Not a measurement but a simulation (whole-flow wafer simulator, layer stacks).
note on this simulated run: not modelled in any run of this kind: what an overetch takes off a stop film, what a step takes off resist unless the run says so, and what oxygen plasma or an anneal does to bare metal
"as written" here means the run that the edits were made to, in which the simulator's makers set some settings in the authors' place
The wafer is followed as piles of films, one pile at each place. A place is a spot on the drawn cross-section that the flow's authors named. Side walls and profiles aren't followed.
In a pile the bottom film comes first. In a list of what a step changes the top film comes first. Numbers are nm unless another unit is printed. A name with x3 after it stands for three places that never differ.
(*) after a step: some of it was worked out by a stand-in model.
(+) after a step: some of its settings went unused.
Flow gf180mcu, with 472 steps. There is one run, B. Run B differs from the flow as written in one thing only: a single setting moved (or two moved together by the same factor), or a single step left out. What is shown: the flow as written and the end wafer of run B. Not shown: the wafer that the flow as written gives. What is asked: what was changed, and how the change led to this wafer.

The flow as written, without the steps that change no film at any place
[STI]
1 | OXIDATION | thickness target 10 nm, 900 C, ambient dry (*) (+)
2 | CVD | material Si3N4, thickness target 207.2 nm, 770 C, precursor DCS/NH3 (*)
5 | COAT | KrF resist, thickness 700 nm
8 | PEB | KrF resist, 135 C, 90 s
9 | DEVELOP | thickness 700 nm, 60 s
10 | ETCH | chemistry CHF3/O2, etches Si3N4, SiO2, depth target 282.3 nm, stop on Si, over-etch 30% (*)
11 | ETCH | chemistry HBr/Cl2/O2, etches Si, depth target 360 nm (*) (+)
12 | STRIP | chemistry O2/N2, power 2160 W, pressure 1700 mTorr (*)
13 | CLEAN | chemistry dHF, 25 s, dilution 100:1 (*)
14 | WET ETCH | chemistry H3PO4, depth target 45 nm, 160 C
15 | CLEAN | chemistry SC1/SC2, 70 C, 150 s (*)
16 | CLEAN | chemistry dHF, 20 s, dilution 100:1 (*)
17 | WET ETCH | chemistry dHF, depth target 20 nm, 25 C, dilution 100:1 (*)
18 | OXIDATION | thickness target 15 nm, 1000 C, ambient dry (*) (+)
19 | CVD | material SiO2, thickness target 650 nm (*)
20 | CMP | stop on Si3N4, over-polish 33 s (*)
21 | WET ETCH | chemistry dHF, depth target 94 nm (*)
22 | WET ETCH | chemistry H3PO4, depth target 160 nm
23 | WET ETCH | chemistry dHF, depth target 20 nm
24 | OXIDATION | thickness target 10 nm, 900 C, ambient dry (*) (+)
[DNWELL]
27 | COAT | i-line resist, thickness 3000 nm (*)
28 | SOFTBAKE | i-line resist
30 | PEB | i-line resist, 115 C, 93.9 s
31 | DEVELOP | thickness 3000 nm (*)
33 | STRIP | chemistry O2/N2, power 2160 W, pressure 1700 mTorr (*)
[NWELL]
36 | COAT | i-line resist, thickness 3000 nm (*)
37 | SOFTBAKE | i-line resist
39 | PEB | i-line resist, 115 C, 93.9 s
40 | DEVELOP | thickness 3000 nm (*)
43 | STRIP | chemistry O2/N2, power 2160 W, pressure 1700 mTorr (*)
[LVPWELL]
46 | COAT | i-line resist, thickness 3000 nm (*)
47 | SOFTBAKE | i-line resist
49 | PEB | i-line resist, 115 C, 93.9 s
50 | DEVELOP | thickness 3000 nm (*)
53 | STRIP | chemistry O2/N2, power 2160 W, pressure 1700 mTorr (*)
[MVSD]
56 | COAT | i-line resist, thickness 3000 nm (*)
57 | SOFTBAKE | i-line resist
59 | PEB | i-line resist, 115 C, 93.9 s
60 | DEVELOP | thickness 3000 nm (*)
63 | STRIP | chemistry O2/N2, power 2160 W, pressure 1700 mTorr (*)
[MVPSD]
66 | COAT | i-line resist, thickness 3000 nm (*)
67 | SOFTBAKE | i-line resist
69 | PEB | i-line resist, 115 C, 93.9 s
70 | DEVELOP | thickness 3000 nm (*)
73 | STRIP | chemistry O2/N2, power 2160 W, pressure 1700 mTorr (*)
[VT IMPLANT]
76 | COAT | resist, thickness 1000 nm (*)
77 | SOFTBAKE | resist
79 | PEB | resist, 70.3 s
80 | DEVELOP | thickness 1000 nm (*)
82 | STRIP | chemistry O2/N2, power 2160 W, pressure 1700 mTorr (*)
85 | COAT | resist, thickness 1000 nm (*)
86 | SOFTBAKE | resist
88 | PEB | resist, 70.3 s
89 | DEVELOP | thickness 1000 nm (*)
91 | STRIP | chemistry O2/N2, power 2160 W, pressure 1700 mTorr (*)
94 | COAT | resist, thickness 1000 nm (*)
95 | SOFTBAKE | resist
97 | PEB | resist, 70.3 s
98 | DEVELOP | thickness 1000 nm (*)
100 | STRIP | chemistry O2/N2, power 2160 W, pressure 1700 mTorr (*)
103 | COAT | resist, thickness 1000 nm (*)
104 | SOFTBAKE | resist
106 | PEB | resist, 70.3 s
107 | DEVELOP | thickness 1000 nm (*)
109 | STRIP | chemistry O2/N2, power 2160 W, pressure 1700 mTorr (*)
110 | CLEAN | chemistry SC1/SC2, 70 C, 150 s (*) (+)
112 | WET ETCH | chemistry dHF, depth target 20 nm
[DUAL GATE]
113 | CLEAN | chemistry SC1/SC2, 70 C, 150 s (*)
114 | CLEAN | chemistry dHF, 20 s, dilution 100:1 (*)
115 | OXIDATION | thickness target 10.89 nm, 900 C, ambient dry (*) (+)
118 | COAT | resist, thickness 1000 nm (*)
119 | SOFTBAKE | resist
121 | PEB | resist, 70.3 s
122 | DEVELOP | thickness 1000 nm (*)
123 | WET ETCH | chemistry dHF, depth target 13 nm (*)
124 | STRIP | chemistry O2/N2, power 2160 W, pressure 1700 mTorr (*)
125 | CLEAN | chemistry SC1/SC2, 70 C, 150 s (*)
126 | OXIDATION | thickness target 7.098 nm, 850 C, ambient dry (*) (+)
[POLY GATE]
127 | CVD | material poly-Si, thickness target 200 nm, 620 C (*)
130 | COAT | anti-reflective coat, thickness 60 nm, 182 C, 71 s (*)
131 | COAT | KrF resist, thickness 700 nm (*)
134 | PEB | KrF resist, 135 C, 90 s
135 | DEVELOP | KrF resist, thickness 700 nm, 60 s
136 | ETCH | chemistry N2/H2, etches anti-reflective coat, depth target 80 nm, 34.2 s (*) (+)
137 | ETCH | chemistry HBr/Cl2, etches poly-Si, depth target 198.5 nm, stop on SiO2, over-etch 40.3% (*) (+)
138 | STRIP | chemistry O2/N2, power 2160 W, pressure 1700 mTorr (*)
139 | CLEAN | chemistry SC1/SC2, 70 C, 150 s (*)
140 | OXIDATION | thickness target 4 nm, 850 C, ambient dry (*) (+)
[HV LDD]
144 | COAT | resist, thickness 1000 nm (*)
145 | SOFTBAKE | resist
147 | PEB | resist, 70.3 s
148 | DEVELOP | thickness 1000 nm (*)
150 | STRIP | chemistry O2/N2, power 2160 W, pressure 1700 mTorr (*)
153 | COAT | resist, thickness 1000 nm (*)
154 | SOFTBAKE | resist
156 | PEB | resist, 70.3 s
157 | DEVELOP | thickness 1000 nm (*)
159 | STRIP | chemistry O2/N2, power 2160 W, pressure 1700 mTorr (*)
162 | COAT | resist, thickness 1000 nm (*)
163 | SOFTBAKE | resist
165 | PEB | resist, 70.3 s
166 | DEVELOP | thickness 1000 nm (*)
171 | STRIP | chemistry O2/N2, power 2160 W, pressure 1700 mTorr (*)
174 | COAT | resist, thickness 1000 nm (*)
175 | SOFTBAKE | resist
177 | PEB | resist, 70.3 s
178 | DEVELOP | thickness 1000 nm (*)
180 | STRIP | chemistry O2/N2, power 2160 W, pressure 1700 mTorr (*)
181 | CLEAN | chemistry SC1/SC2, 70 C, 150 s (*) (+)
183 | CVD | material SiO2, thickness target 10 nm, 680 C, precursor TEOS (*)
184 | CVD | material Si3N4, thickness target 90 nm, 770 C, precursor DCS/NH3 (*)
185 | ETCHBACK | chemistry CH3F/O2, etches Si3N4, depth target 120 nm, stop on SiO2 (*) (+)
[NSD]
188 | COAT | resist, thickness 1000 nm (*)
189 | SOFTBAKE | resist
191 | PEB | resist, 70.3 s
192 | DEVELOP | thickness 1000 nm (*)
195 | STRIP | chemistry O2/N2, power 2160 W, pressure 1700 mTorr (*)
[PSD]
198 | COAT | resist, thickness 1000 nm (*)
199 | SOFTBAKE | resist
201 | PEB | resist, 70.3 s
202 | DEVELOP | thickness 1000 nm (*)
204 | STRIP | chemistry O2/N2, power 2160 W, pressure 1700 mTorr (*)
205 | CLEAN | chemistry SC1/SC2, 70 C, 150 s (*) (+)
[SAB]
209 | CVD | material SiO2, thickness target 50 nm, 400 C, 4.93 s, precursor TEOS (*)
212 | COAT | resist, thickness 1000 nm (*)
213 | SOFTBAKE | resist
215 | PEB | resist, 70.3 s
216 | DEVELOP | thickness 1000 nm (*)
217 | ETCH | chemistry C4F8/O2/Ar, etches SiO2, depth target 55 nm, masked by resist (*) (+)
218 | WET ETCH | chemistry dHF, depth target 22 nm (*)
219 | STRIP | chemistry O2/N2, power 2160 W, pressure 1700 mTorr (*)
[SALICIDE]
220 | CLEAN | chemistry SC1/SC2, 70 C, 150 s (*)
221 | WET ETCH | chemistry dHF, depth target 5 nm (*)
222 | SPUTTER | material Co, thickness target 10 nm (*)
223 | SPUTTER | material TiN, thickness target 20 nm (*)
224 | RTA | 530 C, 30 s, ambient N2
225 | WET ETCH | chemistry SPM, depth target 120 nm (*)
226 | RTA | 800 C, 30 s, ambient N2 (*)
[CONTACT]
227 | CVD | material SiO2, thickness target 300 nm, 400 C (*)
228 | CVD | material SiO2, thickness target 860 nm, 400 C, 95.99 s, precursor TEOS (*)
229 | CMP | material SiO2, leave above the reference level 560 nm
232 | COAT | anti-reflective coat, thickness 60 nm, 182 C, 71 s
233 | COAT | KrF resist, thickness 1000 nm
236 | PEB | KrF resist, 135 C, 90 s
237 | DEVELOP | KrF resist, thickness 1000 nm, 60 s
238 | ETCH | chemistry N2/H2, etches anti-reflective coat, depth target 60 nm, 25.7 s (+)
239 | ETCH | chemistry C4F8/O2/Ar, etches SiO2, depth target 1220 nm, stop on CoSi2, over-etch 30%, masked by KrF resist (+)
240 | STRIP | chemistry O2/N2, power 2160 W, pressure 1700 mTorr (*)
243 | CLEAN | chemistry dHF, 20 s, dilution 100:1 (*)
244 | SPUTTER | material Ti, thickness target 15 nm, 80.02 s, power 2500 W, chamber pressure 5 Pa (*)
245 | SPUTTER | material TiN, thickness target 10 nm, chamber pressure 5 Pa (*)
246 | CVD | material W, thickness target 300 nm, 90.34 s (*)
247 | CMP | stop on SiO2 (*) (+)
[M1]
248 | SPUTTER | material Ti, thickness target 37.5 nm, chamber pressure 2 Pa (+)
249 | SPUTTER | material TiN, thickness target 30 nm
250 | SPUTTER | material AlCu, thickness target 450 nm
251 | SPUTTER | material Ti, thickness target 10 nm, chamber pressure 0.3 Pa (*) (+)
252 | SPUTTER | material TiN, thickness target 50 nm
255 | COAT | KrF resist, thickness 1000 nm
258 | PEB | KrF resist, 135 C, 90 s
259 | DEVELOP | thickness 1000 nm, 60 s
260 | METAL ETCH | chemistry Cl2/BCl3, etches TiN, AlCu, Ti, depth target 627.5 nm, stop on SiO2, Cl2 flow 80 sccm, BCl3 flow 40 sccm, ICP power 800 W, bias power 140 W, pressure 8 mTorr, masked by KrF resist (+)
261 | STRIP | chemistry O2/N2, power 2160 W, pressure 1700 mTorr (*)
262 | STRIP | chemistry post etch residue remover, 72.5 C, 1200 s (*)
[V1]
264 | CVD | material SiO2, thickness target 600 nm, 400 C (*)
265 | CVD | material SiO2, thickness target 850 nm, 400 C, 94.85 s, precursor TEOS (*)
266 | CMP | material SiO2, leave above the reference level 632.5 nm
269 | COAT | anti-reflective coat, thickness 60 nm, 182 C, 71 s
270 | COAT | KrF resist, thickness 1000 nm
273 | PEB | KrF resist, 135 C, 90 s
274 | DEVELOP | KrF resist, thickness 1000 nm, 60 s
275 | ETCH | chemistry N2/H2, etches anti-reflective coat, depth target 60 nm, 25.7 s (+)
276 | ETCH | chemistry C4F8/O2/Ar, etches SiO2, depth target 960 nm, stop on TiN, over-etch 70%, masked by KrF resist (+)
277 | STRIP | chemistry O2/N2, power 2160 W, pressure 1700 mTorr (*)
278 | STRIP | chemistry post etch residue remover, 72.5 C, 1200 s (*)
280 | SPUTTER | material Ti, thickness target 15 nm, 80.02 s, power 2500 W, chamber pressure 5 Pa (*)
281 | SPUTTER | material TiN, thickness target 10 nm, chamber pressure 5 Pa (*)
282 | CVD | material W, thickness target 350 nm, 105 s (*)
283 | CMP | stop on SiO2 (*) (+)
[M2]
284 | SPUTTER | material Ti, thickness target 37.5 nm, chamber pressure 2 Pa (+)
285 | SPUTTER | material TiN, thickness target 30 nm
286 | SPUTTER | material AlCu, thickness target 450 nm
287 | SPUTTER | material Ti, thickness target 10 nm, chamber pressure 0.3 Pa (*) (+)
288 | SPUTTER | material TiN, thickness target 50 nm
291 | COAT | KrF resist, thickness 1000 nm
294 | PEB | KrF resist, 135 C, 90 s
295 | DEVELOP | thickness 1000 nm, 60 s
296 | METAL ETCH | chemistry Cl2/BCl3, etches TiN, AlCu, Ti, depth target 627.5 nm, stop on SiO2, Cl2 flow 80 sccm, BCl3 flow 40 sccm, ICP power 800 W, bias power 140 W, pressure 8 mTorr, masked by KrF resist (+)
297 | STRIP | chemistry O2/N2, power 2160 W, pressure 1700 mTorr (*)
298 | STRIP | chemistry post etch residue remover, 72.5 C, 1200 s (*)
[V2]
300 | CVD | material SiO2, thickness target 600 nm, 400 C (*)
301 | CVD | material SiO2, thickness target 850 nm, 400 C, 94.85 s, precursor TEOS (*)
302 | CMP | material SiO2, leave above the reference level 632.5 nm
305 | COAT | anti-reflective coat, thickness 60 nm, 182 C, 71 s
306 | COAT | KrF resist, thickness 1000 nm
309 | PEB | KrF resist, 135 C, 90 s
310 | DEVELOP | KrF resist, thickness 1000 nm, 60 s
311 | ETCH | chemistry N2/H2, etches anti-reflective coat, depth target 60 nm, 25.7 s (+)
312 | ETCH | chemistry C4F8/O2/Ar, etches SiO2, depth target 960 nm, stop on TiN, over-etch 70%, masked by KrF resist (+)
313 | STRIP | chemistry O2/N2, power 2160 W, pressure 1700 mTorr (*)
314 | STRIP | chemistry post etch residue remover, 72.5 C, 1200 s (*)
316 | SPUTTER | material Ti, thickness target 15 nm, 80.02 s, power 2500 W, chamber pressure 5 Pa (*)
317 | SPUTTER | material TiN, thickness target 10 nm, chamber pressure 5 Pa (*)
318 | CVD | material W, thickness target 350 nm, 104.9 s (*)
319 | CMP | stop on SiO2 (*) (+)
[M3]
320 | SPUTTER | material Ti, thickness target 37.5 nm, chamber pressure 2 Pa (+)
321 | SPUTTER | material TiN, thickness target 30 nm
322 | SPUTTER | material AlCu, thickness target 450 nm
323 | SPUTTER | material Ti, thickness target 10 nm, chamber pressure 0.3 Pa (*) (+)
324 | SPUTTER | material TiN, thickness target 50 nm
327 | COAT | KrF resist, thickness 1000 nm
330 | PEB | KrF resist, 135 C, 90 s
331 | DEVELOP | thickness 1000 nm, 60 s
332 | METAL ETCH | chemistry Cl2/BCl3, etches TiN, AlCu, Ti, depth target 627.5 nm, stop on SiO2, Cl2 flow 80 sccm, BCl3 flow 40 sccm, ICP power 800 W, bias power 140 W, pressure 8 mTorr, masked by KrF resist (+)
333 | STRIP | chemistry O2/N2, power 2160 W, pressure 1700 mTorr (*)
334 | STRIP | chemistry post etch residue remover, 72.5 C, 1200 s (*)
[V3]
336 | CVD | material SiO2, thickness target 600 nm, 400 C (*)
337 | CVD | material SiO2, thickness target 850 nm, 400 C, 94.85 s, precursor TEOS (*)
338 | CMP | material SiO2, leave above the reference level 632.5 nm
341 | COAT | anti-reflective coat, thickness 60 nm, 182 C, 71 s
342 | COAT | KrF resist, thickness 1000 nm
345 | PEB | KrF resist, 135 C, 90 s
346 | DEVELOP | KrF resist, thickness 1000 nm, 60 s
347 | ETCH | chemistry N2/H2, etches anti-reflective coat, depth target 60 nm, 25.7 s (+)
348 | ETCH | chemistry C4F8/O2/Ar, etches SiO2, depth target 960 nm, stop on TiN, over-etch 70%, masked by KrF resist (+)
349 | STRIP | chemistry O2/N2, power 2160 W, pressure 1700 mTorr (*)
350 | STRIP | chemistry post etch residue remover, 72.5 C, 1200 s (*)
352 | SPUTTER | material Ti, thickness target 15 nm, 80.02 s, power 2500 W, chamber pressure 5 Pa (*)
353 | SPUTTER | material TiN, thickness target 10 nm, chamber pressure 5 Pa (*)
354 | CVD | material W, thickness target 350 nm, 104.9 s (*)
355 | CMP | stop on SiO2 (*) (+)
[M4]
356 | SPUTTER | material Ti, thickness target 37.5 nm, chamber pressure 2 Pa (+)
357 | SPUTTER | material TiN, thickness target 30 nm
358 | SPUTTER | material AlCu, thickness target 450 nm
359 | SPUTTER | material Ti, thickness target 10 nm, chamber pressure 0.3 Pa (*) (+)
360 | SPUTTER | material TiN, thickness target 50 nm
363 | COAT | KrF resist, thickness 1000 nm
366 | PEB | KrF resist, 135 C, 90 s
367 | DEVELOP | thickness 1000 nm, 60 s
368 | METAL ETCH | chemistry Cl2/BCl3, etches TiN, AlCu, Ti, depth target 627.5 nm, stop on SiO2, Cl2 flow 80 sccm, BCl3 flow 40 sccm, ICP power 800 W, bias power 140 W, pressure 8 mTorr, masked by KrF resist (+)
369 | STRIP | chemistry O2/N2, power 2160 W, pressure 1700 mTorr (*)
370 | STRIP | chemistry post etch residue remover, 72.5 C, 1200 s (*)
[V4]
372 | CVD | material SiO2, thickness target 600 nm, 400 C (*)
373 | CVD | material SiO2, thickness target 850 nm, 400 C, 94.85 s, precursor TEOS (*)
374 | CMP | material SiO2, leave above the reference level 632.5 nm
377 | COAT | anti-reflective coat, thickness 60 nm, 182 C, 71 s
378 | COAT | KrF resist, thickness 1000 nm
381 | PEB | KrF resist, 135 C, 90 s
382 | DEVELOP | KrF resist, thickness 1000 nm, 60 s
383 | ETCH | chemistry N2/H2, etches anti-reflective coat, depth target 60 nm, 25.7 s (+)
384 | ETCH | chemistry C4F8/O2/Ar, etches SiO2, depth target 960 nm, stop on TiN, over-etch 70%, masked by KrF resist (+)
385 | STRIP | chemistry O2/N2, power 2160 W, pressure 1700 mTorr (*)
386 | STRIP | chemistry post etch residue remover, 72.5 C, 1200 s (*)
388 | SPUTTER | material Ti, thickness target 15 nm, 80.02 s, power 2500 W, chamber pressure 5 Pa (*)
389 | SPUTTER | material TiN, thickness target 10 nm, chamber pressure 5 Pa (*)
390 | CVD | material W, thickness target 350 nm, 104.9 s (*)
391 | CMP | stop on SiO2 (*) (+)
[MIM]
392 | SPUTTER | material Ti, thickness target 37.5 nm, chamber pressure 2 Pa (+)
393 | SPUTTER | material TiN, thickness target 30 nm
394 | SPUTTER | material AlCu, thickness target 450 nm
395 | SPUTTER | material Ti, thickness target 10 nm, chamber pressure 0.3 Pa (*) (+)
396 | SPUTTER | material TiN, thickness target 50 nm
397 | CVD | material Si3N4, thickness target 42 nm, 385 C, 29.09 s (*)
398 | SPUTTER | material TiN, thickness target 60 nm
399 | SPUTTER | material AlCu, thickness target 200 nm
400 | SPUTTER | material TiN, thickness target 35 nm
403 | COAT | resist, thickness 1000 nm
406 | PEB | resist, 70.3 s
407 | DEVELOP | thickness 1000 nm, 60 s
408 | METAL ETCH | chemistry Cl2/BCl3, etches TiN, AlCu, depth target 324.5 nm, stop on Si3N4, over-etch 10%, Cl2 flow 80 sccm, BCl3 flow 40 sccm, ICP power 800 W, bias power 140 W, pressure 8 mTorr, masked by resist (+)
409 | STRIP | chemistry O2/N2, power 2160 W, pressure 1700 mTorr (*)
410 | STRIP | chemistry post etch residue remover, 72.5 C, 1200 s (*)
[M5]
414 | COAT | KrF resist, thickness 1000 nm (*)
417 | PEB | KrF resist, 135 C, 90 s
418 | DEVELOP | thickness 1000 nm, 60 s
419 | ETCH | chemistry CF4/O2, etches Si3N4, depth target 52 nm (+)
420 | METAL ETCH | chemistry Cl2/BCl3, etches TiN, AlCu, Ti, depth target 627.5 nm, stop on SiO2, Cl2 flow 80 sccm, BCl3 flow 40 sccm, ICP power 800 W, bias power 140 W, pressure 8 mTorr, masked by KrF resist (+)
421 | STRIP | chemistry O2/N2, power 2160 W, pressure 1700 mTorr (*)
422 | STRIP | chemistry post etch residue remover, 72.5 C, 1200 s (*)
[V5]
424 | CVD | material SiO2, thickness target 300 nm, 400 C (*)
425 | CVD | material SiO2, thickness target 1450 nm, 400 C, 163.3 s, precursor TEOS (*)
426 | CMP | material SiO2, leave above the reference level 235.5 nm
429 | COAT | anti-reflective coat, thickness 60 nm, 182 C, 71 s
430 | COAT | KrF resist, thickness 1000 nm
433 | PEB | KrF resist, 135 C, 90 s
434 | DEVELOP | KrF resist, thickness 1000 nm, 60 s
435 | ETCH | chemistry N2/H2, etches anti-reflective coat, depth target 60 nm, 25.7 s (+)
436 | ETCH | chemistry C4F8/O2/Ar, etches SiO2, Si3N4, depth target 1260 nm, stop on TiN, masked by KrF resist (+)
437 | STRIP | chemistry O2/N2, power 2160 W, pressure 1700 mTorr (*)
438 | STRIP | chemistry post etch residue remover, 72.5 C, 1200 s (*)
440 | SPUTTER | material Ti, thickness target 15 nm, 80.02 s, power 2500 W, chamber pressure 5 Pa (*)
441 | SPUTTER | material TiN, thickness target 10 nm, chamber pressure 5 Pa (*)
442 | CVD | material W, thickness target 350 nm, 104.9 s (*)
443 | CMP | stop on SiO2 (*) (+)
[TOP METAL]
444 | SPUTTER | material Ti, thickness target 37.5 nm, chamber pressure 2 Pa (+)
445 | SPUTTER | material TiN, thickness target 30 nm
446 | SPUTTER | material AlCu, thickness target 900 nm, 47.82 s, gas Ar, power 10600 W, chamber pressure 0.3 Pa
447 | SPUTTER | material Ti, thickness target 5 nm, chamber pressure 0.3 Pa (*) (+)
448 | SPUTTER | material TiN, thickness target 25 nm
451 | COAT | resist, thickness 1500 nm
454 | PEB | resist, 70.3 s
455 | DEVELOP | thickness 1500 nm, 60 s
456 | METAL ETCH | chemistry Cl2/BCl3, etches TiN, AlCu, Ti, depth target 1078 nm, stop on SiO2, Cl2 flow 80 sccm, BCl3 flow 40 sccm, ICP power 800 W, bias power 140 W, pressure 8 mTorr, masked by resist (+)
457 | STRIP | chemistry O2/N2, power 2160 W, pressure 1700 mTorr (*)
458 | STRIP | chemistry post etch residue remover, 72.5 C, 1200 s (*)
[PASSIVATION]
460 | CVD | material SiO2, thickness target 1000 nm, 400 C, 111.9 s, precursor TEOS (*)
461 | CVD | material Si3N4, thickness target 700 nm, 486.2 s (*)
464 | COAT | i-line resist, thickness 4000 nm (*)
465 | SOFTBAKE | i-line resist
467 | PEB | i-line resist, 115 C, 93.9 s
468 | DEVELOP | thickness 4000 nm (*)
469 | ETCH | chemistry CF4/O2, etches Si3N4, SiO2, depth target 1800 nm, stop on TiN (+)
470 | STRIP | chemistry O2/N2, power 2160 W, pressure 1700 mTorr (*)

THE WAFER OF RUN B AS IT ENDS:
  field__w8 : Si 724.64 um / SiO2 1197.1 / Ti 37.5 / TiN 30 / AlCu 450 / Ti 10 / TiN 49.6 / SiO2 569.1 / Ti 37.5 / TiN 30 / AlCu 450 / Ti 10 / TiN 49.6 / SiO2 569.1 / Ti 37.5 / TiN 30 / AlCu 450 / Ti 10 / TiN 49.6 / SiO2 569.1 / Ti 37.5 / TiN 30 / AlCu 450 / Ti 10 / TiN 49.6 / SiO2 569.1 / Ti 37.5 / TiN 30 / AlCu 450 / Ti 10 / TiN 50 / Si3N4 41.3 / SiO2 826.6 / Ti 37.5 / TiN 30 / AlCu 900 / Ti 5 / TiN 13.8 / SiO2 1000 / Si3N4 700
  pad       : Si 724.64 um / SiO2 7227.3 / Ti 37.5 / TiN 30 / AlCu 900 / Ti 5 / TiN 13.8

The reason: step 448, SPUTTER: thickness target 14.2 nm was run, whereas the flow has thickness target 25 nm.

Step by step, how the change led to this:
  448 | SPUTTER | material TiN, thickness target 25 nm
      field, field__w1, field__w2 and 109 more: TiN gains 14.2 (new film) (it would be, as written: TiN gains 25 (new film))
  456 | METAL ETCH | chemistry Cl2/BCl3, etches TiN, AlCu, Ti, depth target 1078 nm, stop on SiO2, Cl2 flow 80 sccm, BCl3 flow 40 sccm, ICP power 800 W, bias power 140 W, pressure 8 mTorr, masked by resist (+)
      field, field__w1, field__w2 and 103 more: TiN loses 14.2 (all of it), Ti loses 5 (all of it), AlCu loses 900 (all of it), TiN loses 30 (all of it), Ti loses 37.5 (all of it) (it would be, as written: TiN loses 25 (all of it), Ti loses 5 (all of it), AlCu loses 900 (all of it), TiN loses 30 (all of it), Ti loses 37.5 (all of it))
